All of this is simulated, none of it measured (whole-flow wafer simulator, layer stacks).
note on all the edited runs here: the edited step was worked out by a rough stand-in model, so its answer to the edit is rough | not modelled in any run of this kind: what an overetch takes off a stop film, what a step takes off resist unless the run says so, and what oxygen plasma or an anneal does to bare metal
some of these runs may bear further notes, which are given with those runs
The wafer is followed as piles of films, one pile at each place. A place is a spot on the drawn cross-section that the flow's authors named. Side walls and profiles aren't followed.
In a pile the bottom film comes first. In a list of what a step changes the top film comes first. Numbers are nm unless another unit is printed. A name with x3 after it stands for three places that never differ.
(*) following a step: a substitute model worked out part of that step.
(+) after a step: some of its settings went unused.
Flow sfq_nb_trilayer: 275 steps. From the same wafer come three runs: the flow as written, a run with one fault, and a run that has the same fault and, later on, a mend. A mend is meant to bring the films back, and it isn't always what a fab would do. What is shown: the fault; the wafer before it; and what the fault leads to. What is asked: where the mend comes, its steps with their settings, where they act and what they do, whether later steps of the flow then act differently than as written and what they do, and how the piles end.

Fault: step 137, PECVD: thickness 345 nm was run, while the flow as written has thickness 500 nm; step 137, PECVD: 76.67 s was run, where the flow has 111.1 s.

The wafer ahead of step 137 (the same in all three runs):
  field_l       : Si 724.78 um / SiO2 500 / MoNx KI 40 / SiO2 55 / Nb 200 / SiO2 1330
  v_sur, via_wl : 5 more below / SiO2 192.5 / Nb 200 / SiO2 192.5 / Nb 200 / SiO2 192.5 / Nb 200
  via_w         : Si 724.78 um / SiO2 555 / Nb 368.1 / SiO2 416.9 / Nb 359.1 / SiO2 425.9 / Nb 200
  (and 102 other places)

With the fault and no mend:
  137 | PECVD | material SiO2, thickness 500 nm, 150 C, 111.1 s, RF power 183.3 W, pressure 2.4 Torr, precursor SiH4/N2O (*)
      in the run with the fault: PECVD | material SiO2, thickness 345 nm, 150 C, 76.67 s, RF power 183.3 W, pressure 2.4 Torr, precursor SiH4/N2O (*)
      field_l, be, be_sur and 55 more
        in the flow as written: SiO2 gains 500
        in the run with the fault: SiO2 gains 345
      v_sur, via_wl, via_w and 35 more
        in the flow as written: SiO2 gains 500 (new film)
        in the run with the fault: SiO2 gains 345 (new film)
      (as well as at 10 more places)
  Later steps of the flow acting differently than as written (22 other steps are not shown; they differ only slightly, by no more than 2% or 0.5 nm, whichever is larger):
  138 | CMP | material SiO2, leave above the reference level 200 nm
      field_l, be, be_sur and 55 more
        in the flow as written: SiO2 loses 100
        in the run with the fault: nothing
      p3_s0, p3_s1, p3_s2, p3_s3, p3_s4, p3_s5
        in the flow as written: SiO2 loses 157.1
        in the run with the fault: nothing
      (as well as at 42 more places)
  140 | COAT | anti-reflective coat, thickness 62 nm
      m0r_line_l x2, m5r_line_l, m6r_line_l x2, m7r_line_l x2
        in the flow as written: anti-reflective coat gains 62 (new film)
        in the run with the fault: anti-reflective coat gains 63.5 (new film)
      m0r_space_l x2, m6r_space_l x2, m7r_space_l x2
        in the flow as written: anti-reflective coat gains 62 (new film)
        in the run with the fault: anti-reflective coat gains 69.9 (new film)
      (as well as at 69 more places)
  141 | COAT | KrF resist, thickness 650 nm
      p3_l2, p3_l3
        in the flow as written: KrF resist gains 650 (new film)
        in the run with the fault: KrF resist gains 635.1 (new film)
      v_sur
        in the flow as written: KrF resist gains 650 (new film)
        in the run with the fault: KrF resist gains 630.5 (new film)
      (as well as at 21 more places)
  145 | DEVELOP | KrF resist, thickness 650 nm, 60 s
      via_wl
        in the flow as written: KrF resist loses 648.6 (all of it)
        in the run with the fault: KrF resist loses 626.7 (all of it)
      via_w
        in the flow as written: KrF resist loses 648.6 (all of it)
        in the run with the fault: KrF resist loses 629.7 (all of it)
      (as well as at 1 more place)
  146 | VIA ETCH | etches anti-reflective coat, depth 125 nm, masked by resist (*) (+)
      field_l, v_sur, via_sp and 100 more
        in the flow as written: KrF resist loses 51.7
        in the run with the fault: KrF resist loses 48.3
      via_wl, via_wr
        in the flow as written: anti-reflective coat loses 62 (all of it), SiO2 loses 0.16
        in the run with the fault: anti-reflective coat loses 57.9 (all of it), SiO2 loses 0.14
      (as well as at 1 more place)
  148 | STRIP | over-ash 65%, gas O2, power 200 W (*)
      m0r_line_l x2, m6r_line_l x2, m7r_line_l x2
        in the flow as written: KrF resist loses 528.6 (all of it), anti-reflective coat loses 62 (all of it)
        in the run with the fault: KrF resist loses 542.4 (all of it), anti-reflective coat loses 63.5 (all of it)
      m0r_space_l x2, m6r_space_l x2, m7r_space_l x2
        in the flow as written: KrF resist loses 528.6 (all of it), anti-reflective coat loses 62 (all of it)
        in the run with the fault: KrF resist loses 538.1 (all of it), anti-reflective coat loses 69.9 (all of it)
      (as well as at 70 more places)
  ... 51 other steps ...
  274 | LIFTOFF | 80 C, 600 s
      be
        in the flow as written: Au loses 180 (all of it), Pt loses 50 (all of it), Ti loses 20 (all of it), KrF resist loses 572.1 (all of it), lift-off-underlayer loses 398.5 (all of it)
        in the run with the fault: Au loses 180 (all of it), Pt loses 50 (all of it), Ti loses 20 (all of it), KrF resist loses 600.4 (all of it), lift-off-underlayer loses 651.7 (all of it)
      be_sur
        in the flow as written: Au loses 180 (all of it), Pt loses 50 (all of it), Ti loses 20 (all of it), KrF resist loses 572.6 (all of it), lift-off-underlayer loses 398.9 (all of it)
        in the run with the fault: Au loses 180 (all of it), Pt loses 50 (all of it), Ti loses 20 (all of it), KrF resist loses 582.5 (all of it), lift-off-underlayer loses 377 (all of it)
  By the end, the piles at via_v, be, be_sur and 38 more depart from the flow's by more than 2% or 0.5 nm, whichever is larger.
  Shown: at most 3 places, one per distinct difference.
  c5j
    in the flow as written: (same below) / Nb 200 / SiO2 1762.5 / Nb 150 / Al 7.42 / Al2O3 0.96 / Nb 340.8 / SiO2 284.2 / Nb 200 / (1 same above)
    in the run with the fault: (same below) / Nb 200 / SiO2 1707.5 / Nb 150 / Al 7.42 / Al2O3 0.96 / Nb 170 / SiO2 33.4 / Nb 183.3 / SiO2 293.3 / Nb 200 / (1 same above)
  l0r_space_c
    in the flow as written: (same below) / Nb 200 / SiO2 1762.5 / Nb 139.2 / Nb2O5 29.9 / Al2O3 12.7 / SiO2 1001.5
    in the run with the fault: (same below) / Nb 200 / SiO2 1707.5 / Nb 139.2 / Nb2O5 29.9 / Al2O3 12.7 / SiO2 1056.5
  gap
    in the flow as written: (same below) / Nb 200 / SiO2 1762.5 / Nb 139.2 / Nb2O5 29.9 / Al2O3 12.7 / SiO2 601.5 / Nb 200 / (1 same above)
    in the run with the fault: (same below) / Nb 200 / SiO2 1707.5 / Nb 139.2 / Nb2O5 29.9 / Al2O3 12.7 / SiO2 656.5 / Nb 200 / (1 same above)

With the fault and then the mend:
  The mend follows step 137.
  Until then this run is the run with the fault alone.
  137a | PECVD | material SiO2, thickness 155 nm, 150 C, 34.44 s, RF power 183.3 W, pressure 2.4 Torr, precursor SiH4/N2O (*) (a further turn of the flow's step 137, with different settings)
      field_l, v_sur, via_wl and 99 more
        SiO2 gains 155
      lsp_r, l0_sur, l0v
        SiO2 gains 152.7
      via_v
        SiO2 gains 146.3
  Later steps of the flow acting differently than as written:
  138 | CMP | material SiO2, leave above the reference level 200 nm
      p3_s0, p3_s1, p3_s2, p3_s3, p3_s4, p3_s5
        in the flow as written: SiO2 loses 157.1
        in the run with the mend: SiO2 loses 100
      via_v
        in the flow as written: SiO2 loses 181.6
        in the run with the mend: SiO2 loses 104.8
  At every place that both follow, the piles at the end match the flow's.
